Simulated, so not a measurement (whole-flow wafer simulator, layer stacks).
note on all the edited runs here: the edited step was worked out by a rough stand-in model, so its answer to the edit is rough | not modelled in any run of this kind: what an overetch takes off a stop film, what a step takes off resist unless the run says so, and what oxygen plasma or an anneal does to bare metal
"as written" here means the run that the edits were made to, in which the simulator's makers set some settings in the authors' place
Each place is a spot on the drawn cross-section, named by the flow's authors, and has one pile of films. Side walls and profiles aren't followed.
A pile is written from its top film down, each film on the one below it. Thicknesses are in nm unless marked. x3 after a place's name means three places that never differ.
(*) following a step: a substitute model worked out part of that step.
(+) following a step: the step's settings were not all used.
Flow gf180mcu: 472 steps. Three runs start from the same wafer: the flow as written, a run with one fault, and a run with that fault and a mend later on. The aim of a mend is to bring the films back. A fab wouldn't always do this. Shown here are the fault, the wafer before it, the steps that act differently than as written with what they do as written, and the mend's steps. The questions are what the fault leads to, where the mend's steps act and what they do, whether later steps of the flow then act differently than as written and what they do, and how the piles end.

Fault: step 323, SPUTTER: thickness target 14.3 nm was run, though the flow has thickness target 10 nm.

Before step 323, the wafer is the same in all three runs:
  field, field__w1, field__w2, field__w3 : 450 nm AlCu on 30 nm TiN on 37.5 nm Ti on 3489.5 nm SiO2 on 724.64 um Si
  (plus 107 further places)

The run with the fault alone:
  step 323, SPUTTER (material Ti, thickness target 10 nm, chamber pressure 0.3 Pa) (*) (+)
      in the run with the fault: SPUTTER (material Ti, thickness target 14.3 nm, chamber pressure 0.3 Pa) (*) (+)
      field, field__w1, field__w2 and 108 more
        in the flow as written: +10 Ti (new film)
        in the run with the fault: +14.3 Ti (new film)
  Steps later in the flow that act otherwise than as written (not shown: 5 more steps that differ only slightly, by at most 2% or 0.5 nm, whichever is larger):
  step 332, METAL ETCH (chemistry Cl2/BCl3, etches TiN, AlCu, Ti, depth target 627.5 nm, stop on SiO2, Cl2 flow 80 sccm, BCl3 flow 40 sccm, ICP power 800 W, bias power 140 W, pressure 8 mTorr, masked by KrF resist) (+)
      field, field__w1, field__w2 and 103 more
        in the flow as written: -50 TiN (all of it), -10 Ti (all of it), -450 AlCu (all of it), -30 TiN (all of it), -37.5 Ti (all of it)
        in the run with the fault: -50 TiN (all of it), -14.3 Ti (all of it), -450 AlCu (all of it), -30 TiN (all of it), -37.5 Ti (all of it)
  The piles end different from the flow's at field__w8, contact, m1, m1__w1, m1_nw by more than 2% or 0.5 nm, whichever is larger.
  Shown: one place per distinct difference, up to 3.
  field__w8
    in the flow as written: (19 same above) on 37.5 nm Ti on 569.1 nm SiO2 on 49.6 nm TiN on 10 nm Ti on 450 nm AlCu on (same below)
    in the run with the fault: (19 same above) on 37.5 nm Ti on 564.8 nm SiO2 on 49.6 nm TiN on 14.3 nm Ti on 450 nm AlCu on (same below)
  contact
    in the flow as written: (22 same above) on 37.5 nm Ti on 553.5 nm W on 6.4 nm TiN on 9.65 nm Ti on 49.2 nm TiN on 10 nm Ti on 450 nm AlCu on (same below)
    in the run with the fault: (22 same above) on 37.5 nm Ti on 549.2 nm W on 6.42 nm TiN on 9.68 nm Ti on 49.2 nm TiN on 14.3 nm Ti on 450 nm AlCu on (same below)

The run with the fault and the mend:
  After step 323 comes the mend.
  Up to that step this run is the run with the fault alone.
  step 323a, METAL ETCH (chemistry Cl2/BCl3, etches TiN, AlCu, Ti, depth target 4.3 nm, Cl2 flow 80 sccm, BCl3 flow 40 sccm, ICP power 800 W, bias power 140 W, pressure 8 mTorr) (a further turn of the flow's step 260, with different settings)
      field, field__w1, field__w2 and 108 more
        -4.3 Ti
  None of the later steps of the flow acts differently than as written at any place that is followed.
  By the end, the piles equal the flow's at every place that both follow.
